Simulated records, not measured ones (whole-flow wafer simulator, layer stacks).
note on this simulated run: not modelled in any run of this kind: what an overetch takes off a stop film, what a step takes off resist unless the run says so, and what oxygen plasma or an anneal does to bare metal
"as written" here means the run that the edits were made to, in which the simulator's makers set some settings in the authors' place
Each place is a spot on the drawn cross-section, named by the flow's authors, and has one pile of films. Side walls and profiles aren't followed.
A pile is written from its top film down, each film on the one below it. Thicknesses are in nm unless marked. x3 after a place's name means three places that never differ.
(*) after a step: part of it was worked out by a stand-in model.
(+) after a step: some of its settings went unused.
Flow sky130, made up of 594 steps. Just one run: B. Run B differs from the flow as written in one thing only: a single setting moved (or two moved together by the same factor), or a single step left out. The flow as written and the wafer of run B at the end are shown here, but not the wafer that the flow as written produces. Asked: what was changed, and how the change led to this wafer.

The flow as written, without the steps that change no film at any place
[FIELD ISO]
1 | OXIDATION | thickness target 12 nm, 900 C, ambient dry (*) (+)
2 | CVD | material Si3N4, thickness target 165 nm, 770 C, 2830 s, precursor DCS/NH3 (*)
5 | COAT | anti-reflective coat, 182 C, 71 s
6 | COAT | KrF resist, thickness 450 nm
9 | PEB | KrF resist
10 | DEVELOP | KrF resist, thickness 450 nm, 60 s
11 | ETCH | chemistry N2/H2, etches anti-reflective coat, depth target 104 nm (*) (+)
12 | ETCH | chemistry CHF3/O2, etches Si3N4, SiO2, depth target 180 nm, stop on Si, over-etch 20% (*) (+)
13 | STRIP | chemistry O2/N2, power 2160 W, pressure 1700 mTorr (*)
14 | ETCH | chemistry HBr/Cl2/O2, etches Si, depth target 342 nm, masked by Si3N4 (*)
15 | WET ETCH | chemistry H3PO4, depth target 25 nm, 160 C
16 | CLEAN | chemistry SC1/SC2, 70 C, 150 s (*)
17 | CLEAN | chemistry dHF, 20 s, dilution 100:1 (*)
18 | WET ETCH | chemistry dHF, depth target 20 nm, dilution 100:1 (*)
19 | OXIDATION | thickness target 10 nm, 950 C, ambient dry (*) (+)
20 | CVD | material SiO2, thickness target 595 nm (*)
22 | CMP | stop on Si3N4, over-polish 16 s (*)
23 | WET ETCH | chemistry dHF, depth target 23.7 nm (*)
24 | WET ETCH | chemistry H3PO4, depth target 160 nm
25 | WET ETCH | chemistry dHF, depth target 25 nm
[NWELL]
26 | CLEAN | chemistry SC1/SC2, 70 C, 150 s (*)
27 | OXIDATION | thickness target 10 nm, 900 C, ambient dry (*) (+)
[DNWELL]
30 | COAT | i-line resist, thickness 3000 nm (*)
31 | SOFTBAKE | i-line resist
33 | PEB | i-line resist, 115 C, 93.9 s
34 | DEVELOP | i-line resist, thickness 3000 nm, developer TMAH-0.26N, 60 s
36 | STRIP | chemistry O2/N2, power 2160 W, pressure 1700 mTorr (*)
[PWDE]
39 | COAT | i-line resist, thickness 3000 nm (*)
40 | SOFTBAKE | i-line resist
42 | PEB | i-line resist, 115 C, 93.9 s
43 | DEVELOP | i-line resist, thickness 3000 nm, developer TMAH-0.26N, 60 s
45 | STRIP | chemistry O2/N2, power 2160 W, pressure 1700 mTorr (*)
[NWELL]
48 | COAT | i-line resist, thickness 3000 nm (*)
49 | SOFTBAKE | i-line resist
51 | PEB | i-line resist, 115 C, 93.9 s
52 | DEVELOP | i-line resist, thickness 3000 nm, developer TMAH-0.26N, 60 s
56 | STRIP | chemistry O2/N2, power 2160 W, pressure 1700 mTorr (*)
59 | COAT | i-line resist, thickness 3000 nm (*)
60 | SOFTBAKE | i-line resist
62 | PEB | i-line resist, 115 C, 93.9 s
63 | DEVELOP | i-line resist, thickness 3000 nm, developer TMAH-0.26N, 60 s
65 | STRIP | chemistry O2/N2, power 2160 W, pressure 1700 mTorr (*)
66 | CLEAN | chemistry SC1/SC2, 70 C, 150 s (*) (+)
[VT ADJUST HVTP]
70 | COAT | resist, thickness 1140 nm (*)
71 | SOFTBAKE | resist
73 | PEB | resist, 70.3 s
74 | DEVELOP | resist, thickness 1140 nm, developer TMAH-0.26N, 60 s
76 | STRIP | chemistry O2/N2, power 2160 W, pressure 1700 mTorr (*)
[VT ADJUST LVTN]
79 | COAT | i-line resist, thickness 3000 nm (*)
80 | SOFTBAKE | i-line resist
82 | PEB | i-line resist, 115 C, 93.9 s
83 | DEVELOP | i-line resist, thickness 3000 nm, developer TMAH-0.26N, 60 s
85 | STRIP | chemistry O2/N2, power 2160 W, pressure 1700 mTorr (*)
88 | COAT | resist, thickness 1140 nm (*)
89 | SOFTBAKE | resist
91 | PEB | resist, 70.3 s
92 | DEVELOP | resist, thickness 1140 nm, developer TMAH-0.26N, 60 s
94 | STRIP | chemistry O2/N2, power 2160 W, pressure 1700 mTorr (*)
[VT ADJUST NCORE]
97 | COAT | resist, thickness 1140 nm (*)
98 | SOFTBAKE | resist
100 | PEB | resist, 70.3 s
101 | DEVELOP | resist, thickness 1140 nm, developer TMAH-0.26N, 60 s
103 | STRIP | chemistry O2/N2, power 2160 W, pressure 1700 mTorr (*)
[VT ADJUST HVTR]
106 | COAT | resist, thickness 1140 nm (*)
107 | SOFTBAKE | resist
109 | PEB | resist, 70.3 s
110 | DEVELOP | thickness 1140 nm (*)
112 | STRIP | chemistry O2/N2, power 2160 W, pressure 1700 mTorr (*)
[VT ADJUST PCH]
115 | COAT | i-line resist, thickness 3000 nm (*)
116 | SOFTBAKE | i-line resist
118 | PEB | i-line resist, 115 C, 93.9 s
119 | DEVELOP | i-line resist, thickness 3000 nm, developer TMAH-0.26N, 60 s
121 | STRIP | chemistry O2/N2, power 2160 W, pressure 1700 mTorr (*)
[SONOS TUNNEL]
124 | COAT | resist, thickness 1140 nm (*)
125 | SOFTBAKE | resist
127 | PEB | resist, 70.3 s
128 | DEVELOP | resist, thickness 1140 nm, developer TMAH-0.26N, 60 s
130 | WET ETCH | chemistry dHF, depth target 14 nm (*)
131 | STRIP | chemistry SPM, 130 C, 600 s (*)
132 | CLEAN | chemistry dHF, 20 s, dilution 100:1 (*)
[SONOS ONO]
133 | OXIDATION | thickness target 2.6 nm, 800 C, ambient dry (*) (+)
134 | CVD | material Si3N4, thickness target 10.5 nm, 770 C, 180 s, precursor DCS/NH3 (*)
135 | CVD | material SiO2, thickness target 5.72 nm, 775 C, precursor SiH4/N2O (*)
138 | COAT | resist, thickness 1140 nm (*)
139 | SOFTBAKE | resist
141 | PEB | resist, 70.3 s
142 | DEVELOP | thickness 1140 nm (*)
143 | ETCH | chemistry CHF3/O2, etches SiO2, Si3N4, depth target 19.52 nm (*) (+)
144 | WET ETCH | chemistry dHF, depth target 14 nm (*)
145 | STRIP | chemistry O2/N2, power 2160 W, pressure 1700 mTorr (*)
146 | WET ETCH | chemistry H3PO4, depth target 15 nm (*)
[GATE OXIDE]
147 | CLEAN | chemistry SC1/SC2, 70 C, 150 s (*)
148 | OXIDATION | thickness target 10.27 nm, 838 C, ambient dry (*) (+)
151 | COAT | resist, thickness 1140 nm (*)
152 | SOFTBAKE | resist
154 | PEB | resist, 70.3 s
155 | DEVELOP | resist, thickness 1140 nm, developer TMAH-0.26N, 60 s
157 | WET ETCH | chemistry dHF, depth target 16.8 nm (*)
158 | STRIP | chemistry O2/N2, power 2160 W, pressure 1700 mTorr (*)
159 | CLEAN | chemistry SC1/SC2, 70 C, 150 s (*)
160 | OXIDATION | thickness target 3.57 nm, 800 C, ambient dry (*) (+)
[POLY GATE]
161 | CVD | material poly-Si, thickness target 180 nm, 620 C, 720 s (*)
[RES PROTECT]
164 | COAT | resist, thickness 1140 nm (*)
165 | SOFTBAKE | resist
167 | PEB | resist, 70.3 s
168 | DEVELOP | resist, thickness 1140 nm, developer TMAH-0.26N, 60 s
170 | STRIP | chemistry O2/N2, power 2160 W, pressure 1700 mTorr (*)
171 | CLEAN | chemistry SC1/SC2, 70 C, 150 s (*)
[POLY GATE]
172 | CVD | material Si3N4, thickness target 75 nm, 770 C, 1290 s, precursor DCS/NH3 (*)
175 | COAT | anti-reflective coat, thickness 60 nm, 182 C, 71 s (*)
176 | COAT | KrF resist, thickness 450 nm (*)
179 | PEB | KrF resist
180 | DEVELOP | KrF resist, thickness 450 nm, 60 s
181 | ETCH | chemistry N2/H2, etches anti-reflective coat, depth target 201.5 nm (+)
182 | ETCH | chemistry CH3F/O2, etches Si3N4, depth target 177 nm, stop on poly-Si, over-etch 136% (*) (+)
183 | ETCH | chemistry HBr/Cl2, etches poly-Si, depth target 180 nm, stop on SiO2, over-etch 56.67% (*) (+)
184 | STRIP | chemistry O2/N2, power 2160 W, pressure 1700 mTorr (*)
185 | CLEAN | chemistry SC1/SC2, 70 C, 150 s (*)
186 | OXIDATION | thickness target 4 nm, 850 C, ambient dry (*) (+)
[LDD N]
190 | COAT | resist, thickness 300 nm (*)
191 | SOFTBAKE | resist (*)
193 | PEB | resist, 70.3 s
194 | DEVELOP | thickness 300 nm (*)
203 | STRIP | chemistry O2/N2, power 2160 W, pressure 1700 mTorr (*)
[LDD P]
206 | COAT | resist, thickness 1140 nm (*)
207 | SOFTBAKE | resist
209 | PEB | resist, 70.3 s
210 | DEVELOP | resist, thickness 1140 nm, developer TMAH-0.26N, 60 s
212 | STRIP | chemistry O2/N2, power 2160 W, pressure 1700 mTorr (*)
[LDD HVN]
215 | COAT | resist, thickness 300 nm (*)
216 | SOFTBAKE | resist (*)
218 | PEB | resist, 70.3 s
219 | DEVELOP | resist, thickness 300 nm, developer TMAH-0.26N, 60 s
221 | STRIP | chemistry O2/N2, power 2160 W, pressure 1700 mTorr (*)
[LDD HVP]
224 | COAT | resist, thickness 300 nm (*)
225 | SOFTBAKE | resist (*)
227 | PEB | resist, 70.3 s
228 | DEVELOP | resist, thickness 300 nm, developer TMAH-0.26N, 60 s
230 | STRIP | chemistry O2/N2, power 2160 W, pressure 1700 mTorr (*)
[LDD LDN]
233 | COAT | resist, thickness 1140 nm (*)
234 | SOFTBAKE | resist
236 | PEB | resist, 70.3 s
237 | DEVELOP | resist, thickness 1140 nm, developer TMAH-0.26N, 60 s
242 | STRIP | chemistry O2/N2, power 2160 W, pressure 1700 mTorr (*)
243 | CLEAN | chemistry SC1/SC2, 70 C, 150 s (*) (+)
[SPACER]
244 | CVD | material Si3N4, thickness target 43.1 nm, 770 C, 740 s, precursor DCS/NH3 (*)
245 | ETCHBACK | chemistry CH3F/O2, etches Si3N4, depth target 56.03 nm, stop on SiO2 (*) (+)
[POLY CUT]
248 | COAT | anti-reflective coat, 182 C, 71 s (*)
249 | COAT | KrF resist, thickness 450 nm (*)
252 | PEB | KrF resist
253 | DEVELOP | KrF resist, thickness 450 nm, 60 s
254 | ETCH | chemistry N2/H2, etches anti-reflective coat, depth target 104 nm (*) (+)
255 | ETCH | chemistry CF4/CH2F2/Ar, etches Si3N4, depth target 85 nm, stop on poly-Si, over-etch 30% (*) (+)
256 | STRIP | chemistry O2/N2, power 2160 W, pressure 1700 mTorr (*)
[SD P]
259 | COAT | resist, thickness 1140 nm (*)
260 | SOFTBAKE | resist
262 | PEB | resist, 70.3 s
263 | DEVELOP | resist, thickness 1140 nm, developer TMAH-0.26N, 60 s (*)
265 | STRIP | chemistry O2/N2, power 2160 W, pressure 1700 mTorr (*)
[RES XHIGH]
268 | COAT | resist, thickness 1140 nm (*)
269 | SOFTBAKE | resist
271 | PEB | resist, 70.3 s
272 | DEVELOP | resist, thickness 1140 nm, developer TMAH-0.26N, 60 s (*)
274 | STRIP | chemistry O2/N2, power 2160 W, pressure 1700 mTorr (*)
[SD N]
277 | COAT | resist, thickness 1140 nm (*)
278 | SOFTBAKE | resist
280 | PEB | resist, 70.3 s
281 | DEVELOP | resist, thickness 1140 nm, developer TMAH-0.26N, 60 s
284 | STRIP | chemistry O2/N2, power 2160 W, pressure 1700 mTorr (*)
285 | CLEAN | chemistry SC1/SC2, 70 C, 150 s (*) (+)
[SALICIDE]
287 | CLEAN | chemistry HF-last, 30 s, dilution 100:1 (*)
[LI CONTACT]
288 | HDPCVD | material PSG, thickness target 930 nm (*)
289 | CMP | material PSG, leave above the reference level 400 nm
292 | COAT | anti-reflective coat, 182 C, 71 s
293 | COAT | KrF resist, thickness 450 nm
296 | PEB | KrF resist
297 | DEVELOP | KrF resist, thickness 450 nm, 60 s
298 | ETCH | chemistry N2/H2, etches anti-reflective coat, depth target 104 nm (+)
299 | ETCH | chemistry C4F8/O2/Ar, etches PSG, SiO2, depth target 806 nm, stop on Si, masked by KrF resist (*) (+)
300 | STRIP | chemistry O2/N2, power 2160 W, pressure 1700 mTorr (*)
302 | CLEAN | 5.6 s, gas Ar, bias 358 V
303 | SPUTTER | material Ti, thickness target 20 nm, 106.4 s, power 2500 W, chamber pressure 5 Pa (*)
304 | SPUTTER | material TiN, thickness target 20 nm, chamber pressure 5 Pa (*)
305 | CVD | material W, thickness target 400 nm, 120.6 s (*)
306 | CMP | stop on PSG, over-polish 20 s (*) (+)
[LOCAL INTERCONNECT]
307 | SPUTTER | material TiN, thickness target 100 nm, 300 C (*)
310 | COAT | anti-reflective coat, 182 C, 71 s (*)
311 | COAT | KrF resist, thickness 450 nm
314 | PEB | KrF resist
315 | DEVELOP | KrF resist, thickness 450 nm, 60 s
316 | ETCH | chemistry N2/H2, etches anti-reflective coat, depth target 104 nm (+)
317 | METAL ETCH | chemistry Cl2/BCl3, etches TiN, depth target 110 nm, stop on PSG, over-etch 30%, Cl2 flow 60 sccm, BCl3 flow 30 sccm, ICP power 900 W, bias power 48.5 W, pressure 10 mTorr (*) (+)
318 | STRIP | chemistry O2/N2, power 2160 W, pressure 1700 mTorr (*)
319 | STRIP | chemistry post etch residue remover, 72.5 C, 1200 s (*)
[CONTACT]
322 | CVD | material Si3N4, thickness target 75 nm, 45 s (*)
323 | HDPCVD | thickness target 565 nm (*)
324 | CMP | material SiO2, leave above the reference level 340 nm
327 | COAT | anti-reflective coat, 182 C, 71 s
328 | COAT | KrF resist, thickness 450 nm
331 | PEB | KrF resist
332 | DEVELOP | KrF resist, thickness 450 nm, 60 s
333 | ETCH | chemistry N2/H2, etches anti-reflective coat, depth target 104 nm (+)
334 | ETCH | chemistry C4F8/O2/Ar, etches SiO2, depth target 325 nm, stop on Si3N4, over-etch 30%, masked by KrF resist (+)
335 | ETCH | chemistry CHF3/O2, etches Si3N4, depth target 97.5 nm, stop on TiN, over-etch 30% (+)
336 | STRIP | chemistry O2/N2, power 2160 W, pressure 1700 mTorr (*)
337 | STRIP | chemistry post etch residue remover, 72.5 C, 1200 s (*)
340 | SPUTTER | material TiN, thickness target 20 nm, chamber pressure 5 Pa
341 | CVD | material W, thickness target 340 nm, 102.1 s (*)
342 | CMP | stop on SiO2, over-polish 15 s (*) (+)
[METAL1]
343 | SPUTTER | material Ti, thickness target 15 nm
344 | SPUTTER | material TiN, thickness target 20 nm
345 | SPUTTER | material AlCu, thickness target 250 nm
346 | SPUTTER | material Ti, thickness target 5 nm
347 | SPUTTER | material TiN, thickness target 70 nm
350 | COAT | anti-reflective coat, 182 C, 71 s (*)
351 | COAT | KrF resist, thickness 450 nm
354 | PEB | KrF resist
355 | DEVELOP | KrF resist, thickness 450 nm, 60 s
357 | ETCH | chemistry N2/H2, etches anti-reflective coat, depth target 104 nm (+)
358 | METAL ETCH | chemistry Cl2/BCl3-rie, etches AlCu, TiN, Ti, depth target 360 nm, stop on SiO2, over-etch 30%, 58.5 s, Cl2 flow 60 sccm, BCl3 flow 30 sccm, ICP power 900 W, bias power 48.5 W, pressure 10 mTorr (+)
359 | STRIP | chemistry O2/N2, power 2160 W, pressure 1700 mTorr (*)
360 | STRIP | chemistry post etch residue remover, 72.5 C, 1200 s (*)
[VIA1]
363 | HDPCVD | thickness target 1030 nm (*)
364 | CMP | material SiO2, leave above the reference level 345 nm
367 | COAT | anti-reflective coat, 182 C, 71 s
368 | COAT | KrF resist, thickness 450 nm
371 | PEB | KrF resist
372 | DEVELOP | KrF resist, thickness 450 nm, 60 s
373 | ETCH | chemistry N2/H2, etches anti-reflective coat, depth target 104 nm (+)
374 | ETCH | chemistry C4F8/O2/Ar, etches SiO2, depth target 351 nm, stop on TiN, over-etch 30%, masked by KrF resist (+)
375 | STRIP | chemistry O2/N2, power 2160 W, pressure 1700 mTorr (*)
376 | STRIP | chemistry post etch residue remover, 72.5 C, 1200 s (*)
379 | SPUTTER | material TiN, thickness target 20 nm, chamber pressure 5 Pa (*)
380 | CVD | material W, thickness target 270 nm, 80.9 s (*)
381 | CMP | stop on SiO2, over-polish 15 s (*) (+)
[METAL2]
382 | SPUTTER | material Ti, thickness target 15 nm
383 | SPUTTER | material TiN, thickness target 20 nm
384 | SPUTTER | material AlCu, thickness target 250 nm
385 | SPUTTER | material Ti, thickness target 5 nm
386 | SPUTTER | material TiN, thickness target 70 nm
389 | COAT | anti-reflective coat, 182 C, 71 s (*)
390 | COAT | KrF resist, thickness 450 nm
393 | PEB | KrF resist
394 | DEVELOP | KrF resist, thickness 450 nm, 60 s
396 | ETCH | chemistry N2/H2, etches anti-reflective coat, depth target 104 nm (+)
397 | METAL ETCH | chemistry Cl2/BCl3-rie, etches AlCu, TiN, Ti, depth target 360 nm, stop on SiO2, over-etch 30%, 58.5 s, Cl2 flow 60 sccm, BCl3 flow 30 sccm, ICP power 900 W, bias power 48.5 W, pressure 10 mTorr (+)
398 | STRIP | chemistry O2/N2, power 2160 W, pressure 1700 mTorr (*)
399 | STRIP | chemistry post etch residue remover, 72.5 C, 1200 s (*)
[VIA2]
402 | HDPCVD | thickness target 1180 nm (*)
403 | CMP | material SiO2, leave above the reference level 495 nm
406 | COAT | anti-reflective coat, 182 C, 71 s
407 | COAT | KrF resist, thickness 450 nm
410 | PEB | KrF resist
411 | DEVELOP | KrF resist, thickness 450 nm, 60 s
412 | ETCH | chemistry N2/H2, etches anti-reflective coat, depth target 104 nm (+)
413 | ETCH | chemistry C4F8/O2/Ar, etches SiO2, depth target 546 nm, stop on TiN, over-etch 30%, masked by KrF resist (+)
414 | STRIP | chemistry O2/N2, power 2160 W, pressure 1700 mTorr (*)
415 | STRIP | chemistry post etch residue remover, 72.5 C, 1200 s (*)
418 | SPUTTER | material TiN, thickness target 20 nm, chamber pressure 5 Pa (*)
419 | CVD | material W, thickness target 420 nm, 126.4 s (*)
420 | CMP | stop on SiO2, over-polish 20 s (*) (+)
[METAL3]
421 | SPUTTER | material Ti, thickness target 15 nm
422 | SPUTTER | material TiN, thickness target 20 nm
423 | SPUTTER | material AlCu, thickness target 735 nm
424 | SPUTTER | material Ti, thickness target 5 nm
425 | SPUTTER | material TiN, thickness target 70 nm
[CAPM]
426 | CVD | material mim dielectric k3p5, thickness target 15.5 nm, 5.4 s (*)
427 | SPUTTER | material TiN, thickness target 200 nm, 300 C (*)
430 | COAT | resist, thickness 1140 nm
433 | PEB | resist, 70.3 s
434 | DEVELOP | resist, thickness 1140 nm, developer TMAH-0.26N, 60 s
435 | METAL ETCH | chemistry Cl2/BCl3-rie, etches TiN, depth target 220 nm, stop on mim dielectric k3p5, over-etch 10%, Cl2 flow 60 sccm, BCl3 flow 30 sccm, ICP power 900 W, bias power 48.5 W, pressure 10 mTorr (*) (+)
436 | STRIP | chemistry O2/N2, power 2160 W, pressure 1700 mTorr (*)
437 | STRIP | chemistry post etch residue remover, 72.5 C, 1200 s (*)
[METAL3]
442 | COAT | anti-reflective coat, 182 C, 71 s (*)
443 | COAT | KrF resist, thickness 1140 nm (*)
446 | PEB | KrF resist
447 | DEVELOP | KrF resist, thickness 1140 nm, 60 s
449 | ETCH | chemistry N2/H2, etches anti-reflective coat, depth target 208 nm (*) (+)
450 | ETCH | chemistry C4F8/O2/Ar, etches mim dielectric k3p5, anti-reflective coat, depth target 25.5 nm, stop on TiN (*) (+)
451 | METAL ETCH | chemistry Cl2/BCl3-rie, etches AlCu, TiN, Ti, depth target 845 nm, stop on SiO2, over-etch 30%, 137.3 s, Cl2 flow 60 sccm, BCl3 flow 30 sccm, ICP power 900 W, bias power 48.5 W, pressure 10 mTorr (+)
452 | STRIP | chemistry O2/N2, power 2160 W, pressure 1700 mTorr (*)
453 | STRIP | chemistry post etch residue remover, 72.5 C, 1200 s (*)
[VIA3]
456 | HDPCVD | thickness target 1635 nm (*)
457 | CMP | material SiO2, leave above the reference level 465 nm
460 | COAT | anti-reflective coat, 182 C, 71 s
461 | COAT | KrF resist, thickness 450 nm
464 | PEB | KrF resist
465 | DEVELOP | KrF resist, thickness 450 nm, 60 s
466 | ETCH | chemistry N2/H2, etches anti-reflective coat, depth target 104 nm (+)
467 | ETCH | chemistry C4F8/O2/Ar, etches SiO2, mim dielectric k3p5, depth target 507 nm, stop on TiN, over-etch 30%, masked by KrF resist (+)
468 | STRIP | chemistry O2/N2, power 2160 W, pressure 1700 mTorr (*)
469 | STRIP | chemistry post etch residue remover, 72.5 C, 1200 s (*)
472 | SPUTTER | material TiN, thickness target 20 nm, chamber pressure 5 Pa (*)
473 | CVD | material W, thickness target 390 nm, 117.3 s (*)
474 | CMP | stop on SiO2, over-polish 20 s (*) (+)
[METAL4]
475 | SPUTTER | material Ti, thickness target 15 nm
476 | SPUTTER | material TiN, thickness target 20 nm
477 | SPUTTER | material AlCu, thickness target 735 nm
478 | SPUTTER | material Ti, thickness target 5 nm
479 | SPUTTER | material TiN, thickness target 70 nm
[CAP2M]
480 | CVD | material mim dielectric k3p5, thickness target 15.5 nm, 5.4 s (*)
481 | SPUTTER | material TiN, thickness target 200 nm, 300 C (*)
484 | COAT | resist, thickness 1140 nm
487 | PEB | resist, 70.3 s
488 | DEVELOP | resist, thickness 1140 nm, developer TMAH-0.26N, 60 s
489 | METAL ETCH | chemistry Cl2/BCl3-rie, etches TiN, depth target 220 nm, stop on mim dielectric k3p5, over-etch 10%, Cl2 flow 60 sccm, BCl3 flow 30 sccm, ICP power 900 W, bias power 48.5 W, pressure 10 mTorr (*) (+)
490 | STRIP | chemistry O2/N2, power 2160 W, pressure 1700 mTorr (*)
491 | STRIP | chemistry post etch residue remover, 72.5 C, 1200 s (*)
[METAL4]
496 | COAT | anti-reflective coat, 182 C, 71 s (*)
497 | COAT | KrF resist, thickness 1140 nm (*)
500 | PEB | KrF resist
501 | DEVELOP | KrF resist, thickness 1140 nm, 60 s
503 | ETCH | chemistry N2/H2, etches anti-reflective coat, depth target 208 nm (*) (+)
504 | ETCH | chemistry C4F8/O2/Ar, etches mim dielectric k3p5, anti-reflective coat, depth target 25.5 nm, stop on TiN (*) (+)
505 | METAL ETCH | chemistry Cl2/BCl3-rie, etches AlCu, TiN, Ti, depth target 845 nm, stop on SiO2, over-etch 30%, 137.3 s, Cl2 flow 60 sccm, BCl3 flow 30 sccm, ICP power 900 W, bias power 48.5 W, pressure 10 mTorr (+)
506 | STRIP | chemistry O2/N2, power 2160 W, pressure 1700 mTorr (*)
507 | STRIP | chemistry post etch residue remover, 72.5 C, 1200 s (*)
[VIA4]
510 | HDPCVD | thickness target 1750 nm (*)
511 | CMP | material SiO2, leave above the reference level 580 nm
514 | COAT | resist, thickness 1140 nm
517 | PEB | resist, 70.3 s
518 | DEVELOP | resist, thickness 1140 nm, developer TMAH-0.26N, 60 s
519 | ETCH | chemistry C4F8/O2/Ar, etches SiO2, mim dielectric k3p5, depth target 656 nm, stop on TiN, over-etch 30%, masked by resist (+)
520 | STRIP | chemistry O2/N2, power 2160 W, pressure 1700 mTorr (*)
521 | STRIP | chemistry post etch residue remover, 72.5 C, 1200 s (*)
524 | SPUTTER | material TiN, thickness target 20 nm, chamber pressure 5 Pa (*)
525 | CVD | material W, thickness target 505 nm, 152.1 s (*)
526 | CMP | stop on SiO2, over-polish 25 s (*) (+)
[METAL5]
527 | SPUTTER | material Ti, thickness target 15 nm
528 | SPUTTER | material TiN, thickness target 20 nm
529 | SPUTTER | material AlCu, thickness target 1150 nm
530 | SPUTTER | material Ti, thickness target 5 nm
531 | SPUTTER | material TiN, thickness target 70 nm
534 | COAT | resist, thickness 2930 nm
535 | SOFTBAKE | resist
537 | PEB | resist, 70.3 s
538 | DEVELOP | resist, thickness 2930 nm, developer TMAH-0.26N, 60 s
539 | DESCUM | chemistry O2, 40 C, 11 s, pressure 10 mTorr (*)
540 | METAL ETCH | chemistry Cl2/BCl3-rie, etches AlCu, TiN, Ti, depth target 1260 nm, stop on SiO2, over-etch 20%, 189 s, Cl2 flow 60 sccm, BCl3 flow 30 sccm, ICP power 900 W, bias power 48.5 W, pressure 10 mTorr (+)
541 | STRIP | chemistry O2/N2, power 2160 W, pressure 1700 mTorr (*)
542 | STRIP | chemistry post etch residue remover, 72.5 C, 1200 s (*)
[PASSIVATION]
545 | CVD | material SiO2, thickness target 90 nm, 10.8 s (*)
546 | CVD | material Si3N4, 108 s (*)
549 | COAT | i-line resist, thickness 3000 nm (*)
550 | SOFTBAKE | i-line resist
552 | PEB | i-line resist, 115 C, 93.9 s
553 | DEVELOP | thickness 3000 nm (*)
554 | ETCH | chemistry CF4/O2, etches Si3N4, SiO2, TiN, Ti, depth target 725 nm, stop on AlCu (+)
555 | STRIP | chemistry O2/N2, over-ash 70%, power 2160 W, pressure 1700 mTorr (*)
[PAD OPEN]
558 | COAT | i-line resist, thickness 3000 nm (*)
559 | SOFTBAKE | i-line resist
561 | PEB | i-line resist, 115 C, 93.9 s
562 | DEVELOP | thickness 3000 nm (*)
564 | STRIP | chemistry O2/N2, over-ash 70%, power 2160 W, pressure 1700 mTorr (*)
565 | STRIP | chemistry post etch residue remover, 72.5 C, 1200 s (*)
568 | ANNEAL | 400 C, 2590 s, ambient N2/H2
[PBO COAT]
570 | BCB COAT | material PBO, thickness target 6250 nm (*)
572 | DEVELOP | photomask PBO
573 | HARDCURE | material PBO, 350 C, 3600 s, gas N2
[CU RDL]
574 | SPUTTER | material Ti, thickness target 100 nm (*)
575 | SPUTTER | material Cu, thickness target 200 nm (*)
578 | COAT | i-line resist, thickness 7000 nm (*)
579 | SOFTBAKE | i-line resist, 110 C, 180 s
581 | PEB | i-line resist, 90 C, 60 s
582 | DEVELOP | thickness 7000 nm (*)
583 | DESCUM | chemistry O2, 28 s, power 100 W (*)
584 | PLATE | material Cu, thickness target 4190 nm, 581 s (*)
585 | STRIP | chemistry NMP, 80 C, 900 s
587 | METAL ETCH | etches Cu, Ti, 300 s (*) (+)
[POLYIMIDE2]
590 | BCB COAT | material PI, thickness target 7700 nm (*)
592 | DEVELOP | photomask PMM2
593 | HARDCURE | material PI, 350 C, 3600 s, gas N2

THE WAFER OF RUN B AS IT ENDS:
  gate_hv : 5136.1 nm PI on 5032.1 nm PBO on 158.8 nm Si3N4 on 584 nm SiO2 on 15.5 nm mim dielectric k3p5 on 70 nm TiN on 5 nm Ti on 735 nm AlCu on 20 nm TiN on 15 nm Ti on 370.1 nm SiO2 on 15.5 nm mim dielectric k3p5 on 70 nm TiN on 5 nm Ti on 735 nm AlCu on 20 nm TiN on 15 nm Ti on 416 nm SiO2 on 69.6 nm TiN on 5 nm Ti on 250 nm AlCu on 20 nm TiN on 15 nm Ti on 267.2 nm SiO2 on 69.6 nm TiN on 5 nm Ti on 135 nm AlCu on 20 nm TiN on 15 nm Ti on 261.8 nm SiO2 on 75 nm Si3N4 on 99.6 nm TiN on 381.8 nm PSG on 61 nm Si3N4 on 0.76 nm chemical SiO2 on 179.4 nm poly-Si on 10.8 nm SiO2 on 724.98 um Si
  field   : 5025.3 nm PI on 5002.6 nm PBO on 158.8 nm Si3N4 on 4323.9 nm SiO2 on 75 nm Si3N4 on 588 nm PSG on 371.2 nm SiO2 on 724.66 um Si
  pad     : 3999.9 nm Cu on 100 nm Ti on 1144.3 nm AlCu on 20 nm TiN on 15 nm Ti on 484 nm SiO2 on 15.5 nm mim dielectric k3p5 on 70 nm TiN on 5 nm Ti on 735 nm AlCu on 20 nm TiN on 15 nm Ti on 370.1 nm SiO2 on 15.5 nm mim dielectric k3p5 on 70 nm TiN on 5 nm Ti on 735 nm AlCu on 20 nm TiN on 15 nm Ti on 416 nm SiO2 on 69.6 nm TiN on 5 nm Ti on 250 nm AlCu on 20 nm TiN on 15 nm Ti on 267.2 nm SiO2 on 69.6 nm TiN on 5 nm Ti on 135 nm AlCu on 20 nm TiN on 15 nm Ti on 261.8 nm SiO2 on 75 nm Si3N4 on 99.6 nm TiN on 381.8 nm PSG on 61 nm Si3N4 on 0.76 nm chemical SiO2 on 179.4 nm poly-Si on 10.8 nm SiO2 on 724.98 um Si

What caused this: step 345, SPUTTER: thickness target 135 nm was run, while the flow as written has thickness target 250 nm.
The wafer lets one read it off: gate_hv has AlCu 135, and step 345 as written asks for 250 nm.

The path from the change to this, step by step:
  345 | SPUTTER | material AlCu, thickness target 250 nm
      field, active, n_well and 188 more: +135 AlCu (new film) (as written it would have been: +250 AlCu (new film))
  358 | METAL ETCH | chemistry Cl2/BCl3-rie, etches AlCu, TiN, Ti, depth target 360 nm, stop on SiO2, over-etch 30%, 58.5 s, Cl2 flow 60 sccm, BCl3 flow 30 sccm, ICP power 900 W, bias power 48.5 W, pressure 10 mTorr (+)
      field, active, gate and 81 more: -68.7 TiN (all of it), -5 Ti (all of it), -135 AlCu (all of it), -20 TiN (all of it), -15 Ti (all of it), -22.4 SiO2 (as written it would have been: -68.7 TiN (all of it), -5 Ti (all of it), -250 AlCu (all of it), -20 TiN (all of it), -15 Ti (all of it), -10.9 SiO2)
  364 | CMP | material SiO2, leave above the reference level 345 nm
      field, active, gate and 81 more: -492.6 SiO2 (as written it would have been: -389.1 SiO2)
